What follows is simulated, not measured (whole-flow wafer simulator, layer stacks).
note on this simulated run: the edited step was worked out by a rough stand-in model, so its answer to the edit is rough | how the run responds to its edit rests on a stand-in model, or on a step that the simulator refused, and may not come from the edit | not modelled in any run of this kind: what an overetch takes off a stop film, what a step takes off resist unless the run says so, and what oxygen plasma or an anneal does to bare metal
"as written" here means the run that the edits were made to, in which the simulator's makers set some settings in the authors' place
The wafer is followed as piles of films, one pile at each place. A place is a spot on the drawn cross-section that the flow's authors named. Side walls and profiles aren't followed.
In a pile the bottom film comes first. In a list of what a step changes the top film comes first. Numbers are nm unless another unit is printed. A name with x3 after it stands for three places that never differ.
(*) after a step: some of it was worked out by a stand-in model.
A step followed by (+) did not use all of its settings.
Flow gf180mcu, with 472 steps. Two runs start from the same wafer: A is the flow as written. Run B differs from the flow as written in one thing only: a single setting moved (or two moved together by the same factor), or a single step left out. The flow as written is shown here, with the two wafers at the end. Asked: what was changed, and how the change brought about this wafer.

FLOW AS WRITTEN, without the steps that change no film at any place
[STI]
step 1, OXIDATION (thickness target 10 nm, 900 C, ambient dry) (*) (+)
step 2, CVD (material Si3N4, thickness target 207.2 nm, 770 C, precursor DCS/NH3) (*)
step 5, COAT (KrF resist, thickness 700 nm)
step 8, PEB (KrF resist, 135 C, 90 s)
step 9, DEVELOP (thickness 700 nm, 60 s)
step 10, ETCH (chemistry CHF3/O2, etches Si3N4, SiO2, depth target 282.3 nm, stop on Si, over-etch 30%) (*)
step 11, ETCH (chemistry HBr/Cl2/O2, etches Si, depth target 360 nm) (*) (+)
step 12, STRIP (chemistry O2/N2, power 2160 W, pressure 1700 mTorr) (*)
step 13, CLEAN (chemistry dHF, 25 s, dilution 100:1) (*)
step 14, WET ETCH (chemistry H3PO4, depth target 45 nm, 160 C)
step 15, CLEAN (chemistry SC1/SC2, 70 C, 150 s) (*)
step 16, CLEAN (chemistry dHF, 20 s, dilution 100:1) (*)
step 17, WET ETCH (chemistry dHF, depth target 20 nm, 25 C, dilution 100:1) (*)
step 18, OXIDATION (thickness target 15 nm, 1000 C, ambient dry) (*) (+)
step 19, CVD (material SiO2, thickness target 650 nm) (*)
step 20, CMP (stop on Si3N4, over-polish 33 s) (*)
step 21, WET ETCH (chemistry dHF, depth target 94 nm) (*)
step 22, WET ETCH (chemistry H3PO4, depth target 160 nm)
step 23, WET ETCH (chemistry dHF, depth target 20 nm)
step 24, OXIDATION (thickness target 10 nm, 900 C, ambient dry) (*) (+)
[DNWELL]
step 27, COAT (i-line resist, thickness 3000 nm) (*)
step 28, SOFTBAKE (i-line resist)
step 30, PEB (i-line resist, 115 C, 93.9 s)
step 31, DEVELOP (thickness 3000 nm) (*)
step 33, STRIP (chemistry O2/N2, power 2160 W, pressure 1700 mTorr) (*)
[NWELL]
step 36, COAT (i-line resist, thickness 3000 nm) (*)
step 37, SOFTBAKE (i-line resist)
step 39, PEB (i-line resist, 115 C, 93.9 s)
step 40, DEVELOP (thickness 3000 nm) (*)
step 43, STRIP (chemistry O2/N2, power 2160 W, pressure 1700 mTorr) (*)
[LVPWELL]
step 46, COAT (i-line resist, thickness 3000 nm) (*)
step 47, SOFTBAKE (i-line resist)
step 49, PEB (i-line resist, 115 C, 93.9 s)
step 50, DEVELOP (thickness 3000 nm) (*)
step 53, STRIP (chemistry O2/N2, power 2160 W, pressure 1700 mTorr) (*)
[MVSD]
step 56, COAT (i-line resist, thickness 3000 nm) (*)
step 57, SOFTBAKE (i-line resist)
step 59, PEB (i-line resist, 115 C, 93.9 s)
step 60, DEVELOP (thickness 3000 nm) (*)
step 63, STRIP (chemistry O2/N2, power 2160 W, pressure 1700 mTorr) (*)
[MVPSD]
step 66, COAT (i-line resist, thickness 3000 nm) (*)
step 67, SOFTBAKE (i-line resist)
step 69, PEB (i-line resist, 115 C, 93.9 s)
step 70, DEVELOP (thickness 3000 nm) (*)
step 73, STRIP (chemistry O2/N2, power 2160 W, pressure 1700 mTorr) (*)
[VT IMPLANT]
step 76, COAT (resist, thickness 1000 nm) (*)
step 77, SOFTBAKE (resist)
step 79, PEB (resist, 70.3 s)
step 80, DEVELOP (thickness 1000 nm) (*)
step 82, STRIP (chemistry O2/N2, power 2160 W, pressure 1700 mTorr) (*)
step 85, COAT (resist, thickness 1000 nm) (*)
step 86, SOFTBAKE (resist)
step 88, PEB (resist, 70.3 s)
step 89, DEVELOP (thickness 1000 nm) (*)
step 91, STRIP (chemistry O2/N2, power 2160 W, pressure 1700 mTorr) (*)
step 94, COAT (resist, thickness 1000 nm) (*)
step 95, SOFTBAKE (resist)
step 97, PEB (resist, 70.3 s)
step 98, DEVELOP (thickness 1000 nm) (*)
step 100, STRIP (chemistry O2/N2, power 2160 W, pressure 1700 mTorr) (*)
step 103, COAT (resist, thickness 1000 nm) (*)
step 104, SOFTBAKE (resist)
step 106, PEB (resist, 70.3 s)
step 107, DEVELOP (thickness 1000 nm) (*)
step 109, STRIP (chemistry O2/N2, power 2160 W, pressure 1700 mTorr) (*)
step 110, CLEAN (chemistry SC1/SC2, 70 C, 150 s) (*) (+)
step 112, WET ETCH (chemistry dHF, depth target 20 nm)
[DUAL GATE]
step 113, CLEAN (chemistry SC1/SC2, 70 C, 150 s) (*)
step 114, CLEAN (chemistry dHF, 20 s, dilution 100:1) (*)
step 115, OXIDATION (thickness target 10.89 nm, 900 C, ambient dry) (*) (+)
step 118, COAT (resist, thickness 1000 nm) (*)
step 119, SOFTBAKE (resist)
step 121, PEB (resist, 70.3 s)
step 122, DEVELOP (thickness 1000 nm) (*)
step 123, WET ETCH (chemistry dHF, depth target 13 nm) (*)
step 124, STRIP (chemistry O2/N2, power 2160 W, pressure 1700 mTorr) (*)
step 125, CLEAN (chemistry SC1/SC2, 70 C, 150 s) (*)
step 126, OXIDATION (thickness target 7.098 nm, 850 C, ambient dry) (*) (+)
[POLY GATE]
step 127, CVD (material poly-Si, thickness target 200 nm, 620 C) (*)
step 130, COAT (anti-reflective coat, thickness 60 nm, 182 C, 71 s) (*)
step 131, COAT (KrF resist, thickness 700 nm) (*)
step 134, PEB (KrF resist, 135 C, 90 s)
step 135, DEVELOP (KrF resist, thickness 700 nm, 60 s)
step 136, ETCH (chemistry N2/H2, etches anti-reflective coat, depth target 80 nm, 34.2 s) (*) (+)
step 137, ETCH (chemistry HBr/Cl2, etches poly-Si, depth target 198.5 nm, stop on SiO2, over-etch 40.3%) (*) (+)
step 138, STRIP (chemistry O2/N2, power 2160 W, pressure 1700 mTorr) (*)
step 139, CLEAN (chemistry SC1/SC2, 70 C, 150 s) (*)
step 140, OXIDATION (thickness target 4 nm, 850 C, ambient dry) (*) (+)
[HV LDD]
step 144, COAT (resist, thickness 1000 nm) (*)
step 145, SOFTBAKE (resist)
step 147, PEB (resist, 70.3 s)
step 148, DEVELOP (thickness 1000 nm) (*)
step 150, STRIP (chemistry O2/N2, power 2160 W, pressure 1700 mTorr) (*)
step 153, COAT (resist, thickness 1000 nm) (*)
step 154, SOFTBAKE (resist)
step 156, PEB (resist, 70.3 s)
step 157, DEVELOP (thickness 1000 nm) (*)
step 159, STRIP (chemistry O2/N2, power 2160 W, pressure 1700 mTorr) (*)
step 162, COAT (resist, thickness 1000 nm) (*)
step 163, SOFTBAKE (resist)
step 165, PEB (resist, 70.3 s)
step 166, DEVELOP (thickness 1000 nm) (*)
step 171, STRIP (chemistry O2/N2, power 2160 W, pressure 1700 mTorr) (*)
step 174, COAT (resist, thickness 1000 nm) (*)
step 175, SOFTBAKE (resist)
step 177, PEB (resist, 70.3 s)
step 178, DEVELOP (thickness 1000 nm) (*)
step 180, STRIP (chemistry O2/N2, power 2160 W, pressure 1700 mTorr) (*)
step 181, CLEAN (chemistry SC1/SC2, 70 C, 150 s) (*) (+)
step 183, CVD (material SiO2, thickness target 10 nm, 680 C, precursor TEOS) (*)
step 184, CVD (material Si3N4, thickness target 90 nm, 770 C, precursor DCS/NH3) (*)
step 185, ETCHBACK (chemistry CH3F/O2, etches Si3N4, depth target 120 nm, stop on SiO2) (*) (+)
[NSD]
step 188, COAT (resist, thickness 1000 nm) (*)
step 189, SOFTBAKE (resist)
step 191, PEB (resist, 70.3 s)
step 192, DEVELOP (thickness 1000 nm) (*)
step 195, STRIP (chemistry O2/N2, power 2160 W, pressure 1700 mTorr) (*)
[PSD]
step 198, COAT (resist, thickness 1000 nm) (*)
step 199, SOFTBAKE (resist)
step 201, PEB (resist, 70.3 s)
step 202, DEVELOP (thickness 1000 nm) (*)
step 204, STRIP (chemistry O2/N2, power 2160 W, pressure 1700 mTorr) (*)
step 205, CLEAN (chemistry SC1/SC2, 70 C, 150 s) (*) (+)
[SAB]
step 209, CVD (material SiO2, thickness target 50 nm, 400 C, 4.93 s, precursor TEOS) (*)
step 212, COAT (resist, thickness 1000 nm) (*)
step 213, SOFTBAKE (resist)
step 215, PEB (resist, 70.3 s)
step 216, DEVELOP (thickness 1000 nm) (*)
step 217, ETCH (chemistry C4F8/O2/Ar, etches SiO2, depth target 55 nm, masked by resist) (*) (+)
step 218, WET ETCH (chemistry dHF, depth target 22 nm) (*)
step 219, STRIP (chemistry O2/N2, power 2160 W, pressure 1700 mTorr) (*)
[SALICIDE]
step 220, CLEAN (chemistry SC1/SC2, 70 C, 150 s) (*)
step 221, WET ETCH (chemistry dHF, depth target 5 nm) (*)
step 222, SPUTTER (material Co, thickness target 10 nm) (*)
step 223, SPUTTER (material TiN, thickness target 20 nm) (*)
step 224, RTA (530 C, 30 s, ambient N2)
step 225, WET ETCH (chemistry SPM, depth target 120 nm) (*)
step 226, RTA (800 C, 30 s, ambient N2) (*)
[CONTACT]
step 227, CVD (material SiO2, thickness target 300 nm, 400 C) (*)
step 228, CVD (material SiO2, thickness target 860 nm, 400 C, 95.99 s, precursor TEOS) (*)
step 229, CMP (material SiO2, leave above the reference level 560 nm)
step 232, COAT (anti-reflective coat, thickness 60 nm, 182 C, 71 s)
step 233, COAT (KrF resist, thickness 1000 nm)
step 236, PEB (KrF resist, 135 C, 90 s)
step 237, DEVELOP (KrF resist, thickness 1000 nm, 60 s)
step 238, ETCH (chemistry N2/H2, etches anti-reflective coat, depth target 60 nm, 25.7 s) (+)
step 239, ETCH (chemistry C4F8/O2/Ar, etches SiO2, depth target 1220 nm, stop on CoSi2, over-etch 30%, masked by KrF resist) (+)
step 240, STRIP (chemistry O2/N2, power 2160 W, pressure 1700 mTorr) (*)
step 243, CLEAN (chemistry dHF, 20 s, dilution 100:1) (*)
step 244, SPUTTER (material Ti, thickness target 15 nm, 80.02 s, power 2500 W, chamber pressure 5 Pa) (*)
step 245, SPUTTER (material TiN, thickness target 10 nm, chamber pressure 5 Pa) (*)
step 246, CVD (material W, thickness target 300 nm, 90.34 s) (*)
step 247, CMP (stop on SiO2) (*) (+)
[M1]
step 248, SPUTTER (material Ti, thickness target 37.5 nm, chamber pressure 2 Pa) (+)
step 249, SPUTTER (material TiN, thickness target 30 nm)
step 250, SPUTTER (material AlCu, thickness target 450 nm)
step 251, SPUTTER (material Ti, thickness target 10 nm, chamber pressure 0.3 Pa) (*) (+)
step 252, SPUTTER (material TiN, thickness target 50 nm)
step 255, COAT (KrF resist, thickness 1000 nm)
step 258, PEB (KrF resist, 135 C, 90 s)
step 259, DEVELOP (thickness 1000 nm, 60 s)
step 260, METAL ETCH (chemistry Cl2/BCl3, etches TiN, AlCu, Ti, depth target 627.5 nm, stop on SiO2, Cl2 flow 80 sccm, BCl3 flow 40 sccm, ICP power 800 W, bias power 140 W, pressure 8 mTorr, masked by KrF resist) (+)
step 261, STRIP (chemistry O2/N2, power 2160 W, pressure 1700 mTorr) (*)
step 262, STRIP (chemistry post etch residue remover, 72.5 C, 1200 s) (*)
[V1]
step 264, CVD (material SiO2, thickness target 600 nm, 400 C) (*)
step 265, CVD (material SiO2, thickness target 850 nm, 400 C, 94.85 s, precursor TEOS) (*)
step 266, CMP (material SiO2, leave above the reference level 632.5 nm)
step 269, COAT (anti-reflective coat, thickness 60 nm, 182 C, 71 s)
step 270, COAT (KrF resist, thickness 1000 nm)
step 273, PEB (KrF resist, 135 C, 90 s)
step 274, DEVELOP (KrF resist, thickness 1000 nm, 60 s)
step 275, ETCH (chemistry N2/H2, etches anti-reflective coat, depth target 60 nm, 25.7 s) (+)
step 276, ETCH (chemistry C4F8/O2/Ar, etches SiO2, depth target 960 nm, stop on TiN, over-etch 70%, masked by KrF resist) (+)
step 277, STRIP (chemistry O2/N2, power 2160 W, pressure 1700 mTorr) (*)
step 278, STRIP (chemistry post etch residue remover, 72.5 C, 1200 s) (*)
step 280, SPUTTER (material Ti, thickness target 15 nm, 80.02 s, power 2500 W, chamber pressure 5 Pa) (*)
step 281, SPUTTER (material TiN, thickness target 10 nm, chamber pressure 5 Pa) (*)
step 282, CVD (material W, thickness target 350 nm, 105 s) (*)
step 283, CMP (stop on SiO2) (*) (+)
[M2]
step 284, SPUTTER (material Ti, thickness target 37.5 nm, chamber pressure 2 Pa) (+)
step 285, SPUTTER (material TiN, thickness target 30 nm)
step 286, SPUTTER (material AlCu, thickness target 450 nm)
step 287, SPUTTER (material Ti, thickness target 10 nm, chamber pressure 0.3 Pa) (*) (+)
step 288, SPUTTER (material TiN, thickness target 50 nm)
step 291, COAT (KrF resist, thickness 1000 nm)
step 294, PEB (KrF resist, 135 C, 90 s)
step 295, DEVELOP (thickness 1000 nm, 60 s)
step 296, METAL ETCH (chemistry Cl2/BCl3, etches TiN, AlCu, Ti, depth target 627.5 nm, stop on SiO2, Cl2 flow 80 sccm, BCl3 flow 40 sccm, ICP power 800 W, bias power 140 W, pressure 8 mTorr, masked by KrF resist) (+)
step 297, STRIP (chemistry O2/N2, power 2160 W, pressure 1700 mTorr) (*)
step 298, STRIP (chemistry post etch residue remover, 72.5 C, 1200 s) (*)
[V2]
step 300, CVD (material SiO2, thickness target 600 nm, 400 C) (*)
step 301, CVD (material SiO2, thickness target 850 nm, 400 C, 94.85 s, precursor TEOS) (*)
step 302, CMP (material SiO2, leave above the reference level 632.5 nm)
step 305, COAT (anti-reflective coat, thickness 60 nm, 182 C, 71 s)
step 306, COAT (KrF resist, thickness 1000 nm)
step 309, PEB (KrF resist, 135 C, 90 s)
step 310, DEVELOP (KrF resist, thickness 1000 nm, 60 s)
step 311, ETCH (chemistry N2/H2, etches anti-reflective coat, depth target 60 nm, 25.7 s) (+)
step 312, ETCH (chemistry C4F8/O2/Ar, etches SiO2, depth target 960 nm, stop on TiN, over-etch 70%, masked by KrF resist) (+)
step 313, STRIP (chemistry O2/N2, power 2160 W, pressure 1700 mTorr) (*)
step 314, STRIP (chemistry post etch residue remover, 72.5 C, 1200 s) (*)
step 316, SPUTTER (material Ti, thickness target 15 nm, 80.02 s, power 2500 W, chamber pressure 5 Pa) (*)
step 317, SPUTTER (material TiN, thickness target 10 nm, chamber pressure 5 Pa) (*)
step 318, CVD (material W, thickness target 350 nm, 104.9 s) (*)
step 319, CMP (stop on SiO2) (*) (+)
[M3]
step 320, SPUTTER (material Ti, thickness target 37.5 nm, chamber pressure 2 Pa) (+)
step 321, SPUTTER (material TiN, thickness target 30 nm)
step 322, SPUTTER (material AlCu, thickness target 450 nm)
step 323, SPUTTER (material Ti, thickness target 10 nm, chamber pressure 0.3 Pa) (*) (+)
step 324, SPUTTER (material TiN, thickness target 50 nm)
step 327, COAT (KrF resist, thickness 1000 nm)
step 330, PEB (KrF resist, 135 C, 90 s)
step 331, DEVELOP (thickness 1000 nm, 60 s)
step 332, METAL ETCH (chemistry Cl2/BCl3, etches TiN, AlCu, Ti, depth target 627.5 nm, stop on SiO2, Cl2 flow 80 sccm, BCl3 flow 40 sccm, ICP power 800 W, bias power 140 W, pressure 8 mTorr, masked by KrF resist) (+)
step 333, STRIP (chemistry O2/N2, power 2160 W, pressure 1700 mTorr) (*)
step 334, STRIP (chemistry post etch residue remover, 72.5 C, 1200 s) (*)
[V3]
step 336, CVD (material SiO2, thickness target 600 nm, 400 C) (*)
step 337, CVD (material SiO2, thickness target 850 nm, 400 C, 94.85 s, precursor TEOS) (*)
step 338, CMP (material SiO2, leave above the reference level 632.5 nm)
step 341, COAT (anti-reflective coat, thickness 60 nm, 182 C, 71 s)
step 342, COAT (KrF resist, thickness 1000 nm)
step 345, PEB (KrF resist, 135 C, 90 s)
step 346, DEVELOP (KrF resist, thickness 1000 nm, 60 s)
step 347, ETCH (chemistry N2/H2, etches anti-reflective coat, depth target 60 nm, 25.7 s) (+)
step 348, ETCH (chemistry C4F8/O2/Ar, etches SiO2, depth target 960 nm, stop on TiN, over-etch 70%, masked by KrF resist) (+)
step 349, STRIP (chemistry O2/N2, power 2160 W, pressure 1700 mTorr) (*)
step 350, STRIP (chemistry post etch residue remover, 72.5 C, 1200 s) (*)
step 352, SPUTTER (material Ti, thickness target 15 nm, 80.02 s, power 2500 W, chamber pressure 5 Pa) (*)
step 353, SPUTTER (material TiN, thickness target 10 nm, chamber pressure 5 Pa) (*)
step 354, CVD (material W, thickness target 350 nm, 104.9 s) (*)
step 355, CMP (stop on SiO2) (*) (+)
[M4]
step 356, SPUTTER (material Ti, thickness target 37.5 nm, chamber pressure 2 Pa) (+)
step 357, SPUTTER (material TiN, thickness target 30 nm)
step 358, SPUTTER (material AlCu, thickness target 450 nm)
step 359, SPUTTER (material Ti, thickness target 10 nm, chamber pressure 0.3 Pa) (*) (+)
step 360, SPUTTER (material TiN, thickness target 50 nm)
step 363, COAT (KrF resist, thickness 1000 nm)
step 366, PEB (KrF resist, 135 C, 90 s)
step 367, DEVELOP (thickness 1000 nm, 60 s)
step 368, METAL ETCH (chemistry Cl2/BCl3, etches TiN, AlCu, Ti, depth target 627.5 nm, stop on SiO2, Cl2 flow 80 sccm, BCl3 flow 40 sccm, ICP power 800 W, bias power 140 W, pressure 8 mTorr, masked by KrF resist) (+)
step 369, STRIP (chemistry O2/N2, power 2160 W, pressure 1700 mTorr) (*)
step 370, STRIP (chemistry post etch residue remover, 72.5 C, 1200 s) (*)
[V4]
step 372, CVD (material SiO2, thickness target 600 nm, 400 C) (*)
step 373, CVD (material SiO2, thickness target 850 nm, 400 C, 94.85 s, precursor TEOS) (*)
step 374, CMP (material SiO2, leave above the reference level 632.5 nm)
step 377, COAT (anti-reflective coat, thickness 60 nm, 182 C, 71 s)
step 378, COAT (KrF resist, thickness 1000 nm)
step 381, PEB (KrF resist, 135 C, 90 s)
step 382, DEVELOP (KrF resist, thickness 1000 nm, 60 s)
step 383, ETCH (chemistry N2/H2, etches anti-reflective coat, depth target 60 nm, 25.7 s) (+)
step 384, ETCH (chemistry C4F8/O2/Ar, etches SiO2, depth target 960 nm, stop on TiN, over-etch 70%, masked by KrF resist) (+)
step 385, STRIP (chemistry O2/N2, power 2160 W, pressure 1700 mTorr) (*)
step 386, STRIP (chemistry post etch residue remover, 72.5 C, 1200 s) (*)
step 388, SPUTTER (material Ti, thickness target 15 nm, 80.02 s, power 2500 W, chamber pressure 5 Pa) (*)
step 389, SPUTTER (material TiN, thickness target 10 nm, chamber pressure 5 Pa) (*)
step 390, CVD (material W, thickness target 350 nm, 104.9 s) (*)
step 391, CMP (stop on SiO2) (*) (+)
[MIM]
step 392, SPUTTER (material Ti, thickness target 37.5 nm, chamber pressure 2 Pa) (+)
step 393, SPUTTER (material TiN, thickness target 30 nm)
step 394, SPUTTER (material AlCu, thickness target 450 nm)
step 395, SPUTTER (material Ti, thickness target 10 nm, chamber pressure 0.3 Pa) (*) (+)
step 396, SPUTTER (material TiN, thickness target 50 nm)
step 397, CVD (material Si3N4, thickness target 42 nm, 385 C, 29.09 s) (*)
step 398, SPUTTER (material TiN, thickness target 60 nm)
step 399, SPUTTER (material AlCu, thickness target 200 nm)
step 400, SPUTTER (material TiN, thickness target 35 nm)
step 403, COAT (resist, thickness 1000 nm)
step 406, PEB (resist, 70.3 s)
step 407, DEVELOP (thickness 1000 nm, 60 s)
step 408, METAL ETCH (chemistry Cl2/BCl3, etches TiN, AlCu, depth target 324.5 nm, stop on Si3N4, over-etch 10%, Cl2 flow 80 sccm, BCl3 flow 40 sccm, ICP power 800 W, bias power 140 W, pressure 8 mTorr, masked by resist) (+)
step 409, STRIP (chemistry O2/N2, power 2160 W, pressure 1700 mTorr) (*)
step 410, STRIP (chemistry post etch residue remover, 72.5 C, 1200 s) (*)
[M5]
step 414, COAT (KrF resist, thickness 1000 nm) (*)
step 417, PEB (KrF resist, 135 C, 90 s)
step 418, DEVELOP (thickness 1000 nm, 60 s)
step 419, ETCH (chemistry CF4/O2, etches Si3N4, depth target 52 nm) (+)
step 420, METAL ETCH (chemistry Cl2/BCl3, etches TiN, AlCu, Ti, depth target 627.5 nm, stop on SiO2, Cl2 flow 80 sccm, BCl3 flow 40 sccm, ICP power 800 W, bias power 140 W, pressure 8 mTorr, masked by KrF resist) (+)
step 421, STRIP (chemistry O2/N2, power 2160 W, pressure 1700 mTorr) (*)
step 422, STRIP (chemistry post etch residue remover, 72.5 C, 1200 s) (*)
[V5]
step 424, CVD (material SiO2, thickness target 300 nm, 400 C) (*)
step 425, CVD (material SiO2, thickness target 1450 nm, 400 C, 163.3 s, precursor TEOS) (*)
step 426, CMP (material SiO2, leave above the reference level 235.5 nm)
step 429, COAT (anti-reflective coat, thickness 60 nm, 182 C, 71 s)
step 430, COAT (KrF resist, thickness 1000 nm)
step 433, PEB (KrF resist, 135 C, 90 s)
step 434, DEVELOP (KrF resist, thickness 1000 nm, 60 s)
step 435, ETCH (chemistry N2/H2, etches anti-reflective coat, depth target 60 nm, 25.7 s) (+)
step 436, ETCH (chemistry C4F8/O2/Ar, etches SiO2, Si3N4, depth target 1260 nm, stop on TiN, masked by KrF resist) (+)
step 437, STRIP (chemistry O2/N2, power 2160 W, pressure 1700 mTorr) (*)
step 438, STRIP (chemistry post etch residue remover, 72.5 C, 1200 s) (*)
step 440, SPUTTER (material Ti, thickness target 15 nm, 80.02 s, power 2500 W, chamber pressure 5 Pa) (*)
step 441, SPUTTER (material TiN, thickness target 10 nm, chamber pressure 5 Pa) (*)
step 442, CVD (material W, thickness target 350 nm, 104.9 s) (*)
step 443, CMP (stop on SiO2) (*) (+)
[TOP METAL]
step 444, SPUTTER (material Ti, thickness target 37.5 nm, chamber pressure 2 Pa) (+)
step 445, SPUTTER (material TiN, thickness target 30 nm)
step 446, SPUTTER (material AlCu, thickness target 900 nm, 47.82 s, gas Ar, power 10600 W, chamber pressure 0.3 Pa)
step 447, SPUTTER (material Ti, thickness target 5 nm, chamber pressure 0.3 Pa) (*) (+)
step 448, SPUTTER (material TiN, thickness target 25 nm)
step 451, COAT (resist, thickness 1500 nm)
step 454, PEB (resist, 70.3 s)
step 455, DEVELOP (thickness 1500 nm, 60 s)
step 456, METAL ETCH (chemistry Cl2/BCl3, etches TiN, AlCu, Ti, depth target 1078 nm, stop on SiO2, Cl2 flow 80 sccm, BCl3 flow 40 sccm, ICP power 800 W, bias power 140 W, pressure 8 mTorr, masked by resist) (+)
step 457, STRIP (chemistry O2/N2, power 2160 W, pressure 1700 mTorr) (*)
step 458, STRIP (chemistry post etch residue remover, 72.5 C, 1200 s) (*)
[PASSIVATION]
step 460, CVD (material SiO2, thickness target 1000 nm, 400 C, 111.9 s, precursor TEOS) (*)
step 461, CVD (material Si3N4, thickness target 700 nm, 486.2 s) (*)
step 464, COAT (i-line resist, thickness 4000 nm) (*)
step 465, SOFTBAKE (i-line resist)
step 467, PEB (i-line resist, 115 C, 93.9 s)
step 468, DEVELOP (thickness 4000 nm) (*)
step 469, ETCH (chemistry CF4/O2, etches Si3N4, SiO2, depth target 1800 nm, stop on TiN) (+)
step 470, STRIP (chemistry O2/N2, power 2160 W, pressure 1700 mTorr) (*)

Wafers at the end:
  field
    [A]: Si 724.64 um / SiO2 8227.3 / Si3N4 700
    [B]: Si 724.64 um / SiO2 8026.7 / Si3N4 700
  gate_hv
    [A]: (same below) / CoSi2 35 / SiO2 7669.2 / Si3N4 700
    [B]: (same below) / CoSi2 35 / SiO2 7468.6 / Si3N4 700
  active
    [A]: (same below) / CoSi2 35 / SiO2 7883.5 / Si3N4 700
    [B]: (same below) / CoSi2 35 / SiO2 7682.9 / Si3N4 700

What caused this: step 425, CVD: thickness target 942 nm was run, though the flow has thickness target 1450 nm; step 425, CVD: 106.1 s was run, where the flow has 163.3 s.

Step by step, how the change led to this:
  step 425, CVD (material SiO2, thickness target 1450 nm, 400 C, 163.3 s, precursor TEOS) (*)
      field, field__w1, field__w4 and 100 more: A SiO2 gains 1450 | B SiO2 gains 948.9
      field__w2, field__w3, field__w12 and 6 more: A SiO2 gains 1421.8 | B SiO2 gains 931.1
  step 426, CMP (material SiO2, leave above the reference level 235.5 nm)
      field, field__w1, field__w5 and 92 more: A SiO2 loses 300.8 | B nothing
      field__w2, field__w3, field__w12 and 6 more: A SiO2 loses 272.7 | B nothing
      (as well as at 8 more places)
  step 429, COAT (anti-reflective coat, thickness 60 nm, 182 C, 71 s)
      active, p_well, sti, spacer, sd_n, pad, dice_street: A anti-reflective coat gains 60 (new film) | B anti-reflective coat gains 61.5 (new film)
      field: A anti-reflective coat gains 60 (new film) | B anti-reflective coat gains 154.2 (new film)
      (as well as at 44 more places)
  step 430, COAT (KrF resist, thickness 1000 nm)
      field: A KrF resist gains 1000 (new film) | B KrF resist gains 958.6 (new film)
      field__w1: A KrF resist gains 1000 (new film) | B KrF resist gains 970.8 (new film)
      (as well as at 23 more places)
  step 433, PEB (KrF resist, 135 C, 90 s)
      field__w11: A KrF resist loses 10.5 | B KrF resist loses 9.34
      n_well: A KrF resist loses 10.5 | B KrF resist loses 9.42
      (as well as at 12 more places)
  step 434, DEVELOP (KrF resist, thickness 1000 nm, 60 s)
      contact: A KrF resist loses 989.5 (all of it) | B KrF resist loses 881.4 (all of it)
  step 435, ETCH (chemistry N2/H2, etches anti-reflective coat, depth target 60 nm, 25.7 s) (+)
      contact: A anti-reflective coat loses 60 (all of it), SiO2 loses 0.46 | B anti-reflective coat loses 17.1 (all of it), SiO2 loses 1.56
  step 437, STRIP (chemistry O2/N2, power 2160 W, pressure 1700 mTorr) (*)
      p_well, sti, spacer, sd_n, pad, dice_street: A KrF resist loses 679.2 (all of it), anti-reflective coat loses 60 (all of it) | B KrF resist loses 679.5 (all of it), anti-reflective coat loses 61.5 (all of it)
      field: A KrF resist loses 679.2 (all of it), anti-reflective coat loses 60 (all of it) | B KrF resist loses 638.3 (all of it), anti-reflective coat loses 154.2 (all of it)
      (as well as at 44 more places)
  step 440, SPUTTER (material Ti, thickness target 15 nm, 80.02 s, power 2500 W, chamber pressure 5 Pa) (*)
      field__w2: A Ti gains 15 (new film) | B Ti gains 14.2 (new film)
      contact: A Ti gains 8.12 (new film) | B Ti gains 9.12 (new film)
  step 441, SPUTTER (material TiN, thickness target 10 nm, chamber pressure 5 Pa) (*)
      field__w2: A TiN gains 10 (new film) | B TiN gains 9.44 (new film)
      contact: A TiN gains 5.38 (new film) | B TiN gains 6.05 (new film)
  step 442, CVD (material W, thickness target 350 nm, 104.9 s) (*)
      contact: A W gains 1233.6 (new film) | B W gains 1031.7 (new film)
  step 443, CMP (stop on SiO2) (*) (+)
      field__w3, field__w12, ppoly_sal, gate_hv5, gate_p_hv5, sti_nw: A W loses 350 (all of it), TiN loses 10 (all of it), Ti loses 15 (all of it), SiO2 loses 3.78 | B W loses 350 (all of it), TiN loses 10 (all of it), Ti loses 1.27
      field__w2: A W loses 350 (all of it), TiN loses 10 (all of it), Ti loses 15 (all of it), SiO2 loses 3.78 | B W loses 350.8 (all of it), TiN loses 9.44 (all of it), Ti loses 0.49
      (as well as at 9 more places)
  step 444, SPUTTER (material Ti, thickness target 37.5 nm, chamber pressure 2 Pa) (+)
      field__w2, field__w3, field__w12 and 6 more: A Ti gains 37.5 (new film) | B Ti gains 37.5
  step 451, COAT (resist, thickness 1500 nm)
      field: A resist gains 1500 (new film) | B resist gains 1532.6 (new film)
      field__w8: A resist gains 1500 (new film) | B resist gains 1333.2 (new film)
      (as well as at 6 more places)
  step 452, SOFTBAKE (resist)
      field__w1, nw_enc_fld_lv__w1: A nothing | B resist gains 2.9
      field: A nothing | B resist loses 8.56
      (as well as at 41 more places)
  step 454, PEB (resist, 70.3 s)
      field__w8, m1, m1__w1: A resist loses 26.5 | B resist loses 22.6
      mim: A resist loses 26.5 | B resist loses 22.5
      (as well as at 2 more places)
  ... another 6 steps ...
  step 470, STRIP (chemistry O2/N2, power 2160 W, pressure 1700 mTorr) (*)
      field__w8, m1__w1: A i-line resist loses 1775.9 (all of it) | B i-line resist loses 1591.5 (all of it)
      m1: A i-line resist loses 1798.9 (all of it) | B i-line resist loses 1610.4 (all of it)
      (as well as at 3 more places)
